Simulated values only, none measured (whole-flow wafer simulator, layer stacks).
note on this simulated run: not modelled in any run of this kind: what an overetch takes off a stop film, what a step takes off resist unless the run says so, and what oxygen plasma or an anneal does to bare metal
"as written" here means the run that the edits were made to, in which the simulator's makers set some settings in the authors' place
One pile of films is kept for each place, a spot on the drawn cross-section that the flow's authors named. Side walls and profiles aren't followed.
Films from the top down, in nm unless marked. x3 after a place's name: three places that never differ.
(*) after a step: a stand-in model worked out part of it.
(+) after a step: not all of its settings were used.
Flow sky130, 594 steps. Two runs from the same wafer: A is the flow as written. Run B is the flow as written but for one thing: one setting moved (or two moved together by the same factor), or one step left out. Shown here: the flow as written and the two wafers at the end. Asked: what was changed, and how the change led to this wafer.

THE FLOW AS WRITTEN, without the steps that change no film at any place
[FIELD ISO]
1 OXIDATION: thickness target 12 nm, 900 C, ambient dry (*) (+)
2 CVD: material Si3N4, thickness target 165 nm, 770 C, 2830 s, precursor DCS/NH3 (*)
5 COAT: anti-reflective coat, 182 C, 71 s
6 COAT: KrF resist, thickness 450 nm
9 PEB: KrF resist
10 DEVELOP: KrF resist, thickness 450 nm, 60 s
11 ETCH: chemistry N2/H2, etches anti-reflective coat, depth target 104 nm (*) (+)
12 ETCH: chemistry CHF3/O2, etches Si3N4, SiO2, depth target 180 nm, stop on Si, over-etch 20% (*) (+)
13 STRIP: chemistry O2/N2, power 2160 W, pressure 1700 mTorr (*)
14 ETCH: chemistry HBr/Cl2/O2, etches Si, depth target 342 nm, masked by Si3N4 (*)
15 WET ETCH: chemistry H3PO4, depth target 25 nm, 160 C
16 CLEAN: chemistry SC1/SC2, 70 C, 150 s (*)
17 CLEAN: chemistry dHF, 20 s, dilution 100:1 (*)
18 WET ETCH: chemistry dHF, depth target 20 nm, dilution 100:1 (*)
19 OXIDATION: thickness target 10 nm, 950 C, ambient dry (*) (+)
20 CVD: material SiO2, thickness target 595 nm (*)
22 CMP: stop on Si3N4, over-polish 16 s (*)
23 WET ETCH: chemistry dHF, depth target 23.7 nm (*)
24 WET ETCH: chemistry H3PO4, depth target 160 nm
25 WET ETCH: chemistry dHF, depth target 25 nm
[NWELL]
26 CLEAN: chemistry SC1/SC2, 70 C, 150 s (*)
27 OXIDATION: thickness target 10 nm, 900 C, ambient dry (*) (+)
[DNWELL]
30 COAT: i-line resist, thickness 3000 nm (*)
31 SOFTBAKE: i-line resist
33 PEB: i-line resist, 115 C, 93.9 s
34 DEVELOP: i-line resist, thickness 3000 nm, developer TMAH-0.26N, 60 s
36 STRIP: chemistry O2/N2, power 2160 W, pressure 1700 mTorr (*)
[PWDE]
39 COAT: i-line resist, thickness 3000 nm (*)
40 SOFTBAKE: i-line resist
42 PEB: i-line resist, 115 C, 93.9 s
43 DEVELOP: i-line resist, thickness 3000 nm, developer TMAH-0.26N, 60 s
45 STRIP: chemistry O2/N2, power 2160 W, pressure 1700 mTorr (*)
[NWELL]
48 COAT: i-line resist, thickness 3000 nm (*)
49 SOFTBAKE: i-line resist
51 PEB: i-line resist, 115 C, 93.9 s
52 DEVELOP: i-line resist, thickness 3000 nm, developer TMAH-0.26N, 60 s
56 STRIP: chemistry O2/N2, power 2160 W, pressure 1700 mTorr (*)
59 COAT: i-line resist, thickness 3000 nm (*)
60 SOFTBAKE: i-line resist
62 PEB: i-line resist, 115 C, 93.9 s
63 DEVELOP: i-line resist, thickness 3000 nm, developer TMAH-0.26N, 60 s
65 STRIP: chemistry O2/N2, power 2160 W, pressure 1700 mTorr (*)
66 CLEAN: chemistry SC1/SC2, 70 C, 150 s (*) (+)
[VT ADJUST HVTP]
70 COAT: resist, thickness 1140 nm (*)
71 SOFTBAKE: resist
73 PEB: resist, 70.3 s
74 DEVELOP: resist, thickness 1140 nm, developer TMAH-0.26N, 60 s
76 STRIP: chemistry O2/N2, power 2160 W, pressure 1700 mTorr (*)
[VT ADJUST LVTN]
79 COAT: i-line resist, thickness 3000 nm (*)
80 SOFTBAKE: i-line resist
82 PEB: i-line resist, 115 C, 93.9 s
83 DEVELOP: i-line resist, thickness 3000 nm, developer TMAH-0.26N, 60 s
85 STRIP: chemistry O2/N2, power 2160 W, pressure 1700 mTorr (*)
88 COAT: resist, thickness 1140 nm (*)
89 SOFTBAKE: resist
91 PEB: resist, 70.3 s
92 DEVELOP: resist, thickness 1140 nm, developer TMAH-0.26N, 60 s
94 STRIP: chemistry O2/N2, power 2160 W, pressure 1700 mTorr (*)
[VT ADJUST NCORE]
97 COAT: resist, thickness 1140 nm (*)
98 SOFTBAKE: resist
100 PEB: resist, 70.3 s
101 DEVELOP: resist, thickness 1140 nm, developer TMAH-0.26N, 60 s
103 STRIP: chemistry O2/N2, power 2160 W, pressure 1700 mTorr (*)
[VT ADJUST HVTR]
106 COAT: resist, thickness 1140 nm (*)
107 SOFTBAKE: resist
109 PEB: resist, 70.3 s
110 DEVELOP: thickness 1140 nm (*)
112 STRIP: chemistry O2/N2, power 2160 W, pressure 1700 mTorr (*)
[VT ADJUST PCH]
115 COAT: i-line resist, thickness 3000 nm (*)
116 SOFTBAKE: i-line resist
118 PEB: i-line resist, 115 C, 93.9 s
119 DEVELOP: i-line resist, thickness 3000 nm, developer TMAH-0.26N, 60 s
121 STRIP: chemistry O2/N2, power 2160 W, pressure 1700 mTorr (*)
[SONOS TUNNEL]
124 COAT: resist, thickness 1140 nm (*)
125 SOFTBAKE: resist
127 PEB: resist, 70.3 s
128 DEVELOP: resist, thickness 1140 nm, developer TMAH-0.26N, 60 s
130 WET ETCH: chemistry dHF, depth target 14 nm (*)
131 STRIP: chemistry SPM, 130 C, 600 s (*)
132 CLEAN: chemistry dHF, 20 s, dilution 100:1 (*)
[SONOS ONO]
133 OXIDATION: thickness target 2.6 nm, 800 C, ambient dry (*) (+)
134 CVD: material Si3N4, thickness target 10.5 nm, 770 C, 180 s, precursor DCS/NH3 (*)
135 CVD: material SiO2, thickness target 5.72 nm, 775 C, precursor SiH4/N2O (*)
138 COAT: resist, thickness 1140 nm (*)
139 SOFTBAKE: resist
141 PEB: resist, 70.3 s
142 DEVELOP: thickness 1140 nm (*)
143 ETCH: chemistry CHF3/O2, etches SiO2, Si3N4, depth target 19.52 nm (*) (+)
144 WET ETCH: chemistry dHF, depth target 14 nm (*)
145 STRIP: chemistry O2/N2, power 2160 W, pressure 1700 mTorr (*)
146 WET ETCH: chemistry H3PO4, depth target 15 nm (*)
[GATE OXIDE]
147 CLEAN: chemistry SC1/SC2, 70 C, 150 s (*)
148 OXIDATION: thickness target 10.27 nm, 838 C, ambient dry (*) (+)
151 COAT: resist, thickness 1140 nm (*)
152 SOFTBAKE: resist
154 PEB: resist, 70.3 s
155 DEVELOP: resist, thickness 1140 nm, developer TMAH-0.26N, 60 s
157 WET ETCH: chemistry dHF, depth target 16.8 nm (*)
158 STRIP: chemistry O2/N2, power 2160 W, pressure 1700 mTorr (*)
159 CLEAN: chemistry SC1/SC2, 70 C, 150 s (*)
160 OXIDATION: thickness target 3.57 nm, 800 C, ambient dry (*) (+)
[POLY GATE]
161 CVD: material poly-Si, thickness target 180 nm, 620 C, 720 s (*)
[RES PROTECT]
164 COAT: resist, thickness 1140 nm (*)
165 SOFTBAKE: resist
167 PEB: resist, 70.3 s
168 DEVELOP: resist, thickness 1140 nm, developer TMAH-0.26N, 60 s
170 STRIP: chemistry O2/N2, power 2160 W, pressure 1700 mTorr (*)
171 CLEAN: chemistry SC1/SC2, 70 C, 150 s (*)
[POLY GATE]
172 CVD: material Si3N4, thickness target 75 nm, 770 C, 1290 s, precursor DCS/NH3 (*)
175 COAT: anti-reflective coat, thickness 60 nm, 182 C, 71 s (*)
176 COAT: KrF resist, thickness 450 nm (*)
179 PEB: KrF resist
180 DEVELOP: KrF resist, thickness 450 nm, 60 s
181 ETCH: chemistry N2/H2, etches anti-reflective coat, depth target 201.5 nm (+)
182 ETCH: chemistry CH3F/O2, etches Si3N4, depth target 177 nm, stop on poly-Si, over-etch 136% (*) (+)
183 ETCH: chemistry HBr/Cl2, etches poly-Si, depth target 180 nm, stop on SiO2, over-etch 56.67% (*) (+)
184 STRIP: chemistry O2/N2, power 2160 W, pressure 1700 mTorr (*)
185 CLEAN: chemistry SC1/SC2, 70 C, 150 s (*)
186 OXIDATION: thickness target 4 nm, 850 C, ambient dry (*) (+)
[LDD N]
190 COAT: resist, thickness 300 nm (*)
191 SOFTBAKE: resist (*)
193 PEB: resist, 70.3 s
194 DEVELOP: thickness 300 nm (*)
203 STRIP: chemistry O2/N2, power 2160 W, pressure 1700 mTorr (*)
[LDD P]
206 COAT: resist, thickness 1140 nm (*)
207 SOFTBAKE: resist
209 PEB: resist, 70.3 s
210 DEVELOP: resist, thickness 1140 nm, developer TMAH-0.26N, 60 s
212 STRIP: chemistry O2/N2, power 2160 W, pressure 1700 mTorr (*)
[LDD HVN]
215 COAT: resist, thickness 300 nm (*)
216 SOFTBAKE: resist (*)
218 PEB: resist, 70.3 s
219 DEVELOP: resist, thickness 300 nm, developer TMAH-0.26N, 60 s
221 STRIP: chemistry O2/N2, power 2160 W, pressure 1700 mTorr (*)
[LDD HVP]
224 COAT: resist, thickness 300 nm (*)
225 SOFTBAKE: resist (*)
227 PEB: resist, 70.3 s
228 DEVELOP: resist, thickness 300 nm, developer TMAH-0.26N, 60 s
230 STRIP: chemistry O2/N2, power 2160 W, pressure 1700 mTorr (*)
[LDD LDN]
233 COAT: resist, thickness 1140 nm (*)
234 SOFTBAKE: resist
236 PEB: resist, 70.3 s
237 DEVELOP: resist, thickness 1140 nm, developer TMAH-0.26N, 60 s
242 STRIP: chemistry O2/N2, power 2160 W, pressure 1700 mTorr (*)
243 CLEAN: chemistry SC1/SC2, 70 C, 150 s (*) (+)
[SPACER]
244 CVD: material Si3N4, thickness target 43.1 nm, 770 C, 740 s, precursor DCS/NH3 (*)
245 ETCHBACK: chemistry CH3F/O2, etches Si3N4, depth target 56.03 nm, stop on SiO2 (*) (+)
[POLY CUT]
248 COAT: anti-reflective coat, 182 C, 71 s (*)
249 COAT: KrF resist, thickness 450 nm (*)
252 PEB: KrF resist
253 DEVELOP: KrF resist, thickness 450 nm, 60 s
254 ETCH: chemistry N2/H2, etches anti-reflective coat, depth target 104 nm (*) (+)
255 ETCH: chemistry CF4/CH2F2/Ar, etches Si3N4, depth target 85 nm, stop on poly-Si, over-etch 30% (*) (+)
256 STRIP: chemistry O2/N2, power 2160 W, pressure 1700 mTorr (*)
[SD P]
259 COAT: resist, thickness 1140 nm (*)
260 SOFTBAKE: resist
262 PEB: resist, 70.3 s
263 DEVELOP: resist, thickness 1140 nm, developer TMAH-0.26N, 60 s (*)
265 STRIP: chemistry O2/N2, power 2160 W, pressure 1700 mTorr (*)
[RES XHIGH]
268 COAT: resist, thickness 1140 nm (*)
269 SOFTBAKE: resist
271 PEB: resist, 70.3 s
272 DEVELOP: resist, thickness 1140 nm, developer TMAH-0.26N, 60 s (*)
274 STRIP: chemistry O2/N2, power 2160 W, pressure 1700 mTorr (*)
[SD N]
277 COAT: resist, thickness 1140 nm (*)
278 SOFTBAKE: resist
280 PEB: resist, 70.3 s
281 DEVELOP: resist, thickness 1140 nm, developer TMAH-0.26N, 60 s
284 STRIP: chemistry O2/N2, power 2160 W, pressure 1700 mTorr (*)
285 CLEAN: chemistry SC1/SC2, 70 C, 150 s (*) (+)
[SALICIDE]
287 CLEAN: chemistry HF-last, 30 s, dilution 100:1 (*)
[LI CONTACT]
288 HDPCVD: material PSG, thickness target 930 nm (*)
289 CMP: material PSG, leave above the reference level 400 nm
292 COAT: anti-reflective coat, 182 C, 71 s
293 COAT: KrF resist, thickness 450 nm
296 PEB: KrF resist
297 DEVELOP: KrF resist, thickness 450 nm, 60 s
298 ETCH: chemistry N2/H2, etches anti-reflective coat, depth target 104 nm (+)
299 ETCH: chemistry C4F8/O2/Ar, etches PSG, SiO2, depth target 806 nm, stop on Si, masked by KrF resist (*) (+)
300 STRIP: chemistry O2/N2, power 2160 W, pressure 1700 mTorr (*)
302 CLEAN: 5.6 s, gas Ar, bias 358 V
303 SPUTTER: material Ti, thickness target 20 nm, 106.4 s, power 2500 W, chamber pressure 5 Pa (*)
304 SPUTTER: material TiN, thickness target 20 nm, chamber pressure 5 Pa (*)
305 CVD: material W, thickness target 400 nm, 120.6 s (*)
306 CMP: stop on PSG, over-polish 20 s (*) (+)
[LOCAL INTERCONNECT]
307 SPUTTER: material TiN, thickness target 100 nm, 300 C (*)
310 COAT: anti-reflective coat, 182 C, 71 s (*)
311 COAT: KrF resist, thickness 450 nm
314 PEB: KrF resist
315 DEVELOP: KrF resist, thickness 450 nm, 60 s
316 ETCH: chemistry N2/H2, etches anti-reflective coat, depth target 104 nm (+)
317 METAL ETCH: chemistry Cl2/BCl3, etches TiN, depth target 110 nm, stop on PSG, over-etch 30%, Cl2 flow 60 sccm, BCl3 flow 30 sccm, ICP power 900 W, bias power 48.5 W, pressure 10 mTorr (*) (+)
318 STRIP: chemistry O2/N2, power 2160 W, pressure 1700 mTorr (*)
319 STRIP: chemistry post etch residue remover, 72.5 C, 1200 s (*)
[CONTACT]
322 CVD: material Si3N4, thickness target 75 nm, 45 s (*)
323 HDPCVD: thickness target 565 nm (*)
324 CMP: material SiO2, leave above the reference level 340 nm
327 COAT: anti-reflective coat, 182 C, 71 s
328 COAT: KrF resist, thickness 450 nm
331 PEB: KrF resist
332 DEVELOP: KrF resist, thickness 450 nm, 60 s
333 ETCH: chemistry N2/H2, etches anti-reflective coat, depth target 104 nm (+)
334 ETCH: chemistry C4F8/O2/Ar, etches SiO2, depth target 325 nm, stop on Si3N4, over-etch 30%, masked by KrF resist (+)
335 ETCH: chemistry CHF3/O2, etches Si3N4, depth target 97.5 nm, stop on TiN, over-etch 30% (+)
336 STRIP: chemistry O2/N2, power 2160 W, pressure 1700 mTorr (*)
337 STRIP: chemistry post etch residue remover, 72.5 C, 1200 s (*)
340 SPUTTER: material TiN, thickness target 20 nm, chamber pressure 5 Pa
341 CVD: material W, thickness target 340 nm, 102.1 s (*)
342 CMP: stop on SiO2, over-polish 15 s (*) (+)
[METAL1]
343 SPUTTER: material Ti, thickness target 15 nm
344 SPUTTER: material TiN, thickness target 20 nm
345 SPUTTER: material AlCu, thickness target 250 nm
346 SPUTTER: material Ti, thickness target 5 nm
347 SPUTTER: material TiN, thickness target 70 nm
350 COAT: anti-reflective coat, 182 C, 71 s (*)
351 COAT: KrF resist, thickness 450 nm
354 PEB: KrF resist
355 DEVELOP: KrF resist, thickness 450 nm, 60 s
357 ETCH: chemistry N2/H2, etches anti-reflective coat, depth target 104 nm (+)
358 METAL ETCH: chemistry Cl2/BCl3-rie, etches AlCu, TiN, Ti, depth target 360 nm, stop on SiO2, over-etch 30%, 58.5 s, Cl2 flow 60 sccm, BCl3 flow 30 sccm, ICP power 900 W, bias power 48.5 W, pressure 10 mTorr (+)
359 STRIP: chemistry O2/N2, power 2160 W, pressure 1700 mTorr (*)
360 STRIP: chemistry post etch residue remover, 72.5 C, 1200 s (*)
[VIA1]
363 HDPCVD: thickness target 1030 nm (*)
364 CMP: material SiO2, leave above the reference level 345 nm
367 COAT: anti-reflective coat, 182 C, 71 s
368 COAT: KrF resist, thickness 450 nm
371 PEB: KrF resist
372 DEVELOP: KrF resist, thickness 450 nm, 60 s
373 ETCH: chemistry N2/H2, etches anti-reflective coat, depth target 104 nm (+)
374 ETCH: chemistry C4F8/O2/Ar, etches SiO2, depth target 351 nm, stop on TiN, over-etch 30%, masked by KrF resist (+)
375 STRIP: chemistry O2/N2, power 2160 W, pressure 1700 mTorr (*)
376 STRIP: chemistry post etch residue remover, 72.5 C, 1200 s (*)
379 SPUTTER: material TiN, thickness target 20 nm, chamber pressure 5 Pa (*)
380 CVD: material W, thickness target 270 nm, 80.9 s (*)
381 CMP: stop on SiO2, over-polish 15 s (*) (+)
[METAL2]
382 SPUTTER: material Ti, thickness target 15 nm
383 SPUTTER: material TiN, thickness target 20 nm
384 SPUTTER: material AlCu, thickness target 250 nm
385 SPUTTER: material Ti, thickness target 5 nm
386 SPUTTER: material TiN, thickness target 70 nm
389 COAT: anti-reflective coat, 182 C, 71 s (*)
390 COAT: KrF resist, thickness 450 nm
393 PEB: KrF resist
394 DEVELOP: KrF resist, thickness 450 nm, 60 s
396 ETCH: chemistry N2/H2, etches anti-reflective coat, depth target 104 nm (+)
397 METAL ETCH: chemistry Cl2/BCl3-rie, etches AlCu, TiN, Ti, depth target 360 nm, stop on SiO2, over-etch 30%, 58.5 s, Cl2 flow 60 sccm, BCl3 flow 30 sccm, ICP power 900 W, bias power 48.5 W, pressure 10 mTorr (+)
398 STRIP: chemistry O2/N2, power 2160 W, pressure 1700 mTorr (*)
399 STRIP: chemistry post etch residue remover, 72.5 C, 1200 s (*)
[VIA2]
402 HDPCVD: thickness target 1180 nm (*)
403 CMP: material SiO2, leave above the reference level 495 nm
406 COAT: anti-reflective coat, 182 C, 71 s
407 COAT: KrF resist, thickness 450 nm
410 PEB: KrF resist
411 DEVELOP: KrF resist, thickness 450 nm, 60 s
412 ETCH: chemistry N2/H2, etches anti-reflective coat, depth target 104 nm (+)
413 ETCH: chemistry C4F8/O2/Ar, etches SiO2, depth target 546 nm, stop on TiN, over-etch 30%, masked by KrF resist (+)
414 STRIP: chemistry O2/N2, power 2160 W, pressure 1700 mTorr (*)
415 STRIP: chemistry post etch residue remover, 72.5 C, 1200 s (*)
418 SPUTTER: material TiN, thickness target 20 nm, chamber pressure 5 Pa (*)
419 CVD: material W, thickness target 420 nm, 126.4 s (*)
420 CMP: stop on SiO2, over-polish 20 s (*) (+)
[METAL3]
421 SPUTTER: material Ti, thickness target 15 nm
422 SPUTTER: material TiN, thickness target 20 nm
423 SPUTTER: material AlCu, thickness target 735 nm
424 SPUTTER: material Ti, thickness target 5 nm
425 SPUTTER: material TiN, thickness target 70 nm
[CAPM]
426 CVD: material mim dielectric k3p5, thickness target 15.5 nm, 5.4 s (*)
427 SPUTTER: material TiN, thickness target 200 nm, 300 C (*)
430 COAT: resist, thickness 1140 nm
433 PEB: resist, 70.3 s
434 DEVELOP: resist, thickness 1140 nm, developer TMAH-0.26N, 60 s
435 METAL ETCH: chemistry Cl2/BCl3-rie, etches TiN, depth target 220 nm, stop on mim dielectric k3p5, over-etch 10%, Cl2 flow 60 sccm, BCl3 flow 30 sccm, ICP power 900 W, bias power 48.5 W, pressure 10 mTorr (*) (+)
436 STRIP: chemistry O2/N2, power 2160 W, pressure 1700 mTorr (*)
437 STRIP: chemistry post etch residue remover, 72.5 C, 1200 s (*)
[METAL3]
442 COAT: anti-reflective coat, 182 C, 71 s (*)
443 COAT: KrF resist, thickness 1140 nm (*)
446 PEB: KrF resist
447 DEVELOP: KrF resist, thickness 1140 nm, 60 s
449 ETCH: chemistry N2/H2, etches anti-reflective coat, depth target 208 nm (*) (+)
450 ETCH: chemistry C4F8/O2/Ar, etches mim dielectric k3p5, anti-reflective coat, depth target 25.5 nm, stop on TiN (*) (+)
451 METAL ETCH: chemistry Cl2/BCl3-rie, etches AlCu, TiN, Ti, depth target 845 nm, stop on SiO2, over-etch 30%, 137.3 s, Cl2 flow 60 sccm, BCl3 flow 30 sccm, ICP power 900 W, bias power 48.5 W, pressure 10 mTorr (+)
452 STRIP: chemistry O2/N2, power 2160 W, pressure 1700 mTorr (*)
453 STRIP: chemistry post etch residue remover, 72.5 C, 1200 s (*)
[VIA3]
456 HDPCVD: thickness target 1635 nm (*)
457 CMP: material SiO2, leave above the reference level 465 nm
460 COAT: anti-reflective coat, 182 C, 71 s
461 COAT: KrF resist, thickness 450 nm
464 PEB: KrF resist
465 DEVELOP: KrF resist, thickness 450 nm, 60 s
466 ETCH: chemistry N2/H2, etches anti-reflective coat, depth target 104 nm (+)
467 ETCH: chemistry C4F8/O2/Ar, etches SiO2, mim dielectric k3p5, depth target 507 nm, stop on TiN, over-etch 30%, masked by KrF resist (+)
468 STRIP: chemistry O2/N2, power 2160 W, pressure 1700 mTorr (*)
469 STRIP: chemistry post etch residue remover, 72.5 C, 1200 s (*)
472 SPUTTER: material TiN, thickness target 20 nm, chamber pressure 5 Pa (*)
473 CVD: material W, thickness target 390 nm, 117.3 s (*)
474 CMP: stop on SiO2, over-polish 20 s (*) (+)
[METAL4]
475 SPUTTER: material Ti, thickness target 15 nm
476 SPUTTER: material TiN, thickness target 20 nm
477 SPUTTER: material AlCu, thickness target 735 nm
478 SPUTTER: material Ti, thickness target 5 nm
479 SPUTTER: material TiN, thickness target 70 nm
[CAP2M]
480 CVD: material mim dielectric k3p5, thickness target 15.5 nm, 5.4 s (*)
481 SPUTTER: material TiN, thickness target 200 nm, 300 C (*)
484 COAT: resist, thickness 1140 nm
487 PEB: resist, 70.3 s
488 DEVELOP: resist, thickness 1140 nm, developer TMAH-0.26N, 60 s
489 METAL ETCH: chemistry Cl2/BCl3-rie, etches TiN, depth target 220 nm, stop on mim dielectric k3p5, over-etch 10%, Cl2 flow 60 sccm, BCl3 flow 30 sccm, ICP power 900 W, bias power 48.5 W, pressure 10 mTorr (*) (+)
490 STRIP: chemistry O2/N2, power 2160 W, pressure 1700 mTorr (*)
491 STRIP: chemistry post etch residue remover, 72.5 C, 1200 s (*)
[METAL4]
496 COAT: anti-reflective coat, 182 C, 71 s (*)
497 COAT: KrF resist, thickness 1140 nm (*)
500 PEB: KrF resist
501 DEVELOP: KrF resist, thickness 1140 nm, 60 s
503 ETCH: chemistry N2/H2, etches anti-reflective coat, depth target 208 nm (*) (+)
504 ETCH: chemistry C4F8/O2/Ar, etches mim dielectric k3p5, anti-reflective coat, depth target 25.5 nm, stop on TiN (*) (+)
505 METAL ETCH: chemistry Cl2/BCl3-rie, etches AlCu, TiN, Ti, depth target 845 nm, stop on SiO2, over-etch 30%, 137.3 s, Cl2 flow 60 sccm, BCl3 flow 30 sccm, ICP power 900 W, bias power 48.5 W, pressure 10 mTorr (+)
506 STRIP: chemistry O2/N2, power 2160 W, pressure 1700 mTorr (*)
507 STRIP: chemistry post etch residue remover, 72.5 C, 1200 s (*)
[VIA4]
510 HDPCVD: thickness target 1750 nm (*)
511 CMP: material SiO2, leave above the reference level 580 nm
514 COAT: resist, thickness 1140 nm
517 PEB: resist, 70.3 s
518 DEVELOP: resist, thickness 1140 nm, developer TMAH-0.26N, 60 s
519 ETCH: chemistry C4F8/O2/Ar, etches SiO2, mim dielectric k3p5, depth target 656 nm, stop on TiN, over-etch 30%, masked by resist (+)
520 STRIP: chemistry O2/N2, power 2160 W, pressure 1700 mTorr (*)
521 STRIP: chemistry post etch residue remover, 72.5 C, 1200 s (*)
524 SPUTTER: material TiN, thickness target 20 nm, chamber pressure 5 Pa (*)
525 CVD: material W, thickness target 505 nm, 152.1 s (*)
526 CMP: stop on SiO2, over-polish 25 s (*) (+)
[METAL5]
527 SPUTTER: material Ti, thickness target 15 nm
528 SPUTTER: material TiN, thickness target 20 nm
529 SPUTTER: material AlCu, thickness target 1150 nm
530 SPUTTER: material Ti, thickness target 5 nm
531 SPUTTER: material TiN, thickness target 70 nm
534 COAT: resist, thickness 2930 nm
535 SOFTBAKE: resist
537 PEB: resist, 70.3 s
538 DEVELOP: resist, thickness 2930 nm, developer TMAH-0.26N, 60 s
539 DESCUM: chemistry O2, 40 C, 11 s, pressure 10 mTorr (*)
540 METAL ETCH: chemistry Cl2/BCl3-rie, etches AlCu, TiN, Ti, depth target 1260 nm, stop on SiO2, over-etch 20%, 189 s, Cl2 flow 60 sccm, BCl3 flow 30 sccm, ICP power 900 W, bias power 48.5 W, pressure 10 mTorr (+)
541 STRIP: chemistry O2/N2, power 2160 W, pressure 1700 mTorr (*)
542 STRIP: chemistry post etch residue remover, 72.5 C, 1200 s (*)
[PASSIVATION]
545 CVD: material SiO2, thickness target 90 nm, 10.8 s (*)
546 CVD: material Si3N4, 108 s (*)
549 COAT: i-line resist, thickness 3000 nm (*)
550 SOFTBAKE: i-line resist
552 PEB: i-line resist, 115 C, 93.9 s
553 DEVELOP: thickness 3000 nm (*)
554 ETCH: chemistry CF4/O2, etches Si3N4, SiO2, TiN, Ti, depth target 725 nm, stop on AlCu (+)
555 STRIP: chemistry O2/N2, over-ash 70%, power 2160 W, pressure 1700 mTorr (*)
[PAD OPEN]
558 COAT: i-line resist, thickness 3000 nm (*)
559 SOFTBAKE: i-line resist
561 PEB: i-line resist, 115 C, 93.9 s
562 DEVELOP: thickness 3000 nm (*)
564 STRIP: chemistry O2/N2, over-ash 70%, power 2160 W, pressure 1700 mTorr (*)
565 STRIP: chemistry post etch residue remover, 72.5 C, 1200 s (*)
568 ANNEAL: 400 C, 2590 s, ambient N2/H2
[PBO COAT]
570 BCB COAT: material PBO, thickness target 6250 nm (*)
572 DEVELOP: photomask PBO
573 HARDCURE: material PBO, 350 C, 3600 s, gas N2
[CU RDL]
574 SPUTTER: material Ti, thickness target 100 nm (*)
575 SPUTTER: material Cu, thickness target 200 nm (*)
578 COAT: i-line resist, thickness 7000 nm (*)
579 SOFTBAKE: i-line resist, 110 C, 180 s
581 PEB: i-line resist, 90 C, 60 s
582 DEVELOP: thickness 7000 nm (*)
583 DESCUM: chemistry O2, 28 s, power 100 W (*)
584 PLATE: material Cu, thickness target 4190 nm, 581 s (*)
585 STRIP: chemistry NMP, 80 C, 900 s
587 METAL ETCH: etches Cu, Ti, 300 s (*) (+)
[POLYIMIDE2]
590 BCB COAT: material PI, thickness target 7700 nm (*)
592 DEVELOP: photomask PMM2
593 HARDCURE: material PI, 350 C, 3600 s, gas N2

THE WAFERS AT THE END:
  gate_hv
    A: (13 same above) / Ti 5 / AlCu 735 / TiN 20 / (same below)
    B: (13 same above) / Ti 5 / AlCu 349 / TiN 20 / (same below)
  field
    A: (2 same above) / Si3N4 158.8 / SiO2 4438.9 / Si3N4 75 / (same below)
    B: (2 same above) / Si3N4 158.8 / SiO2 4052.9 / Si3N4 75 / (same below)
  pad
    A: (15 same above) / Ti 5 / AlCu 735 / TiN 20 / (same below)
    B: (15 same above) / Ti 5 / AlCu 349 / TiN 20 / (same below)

The cause: step 423, SPUTTER: thickness target 349 nm was run, where the flow has thickness target 735 nm.
It can be read off the wafer: gate_hv has AlCu 349, and step 423 as written asks for 735 nm.

How the change led to this, step by step:
  423 SPUTTER: material AlCu, thickness target 735 nm
      field, active, n_well and 188 more: A AlCu +735 (new film) | B AlCu +349 (new film)
  451 METAL ETCH: chemistry Cl2/BCl3-rie, etches AlCu, TiN, Ti, depth target 845 nm, stop on SiO2, over-etch 30%, 137.3 s, Cl2 flow 60 sccm, BCl3 flow 30 sccm, ICP power 900 W, bias power 48.5 W, pressure 10 mTorr (+)
      field, gate, spacer and 66 more: A TiN -70 (all of it), Ti -5 (all of it), AlCu -735 (all of it), TiN -20 (all of it), Ti -15 (all of it), SiO2 -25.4 | B TiN -70 (all of it), Ti -5 (all of it), AlCu -349 (all of it), TiN -20 (all of it), Ti -15 (all of it), SiO2 -64
      vpp_ln, vpp_iso2, ndiff_ln and 8 more: A TiN -70 (all of it), Ti -5 (all of it), AlCu -735 (all of it), TiN -20 (all of it), Ti -15 (all of it), SiO2 -25.3 | B TiN -70 (all of it), Ti -5 (all of it), AlCu -349 (all of it), TiN -20 (all of it), Ti -15 (all of it), SiO2 -63.9
      (and at 5 more places)
  457 CMP: material SiO2, leave above the reference level 465 nm
      field, gate, spacer and 61 more: A SiO2 -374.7 | B SiO2 -722.1
      active, vpp_ln, vpp_iso1 and 18 more: A SiO2 -374.7 | B SiO2 -722
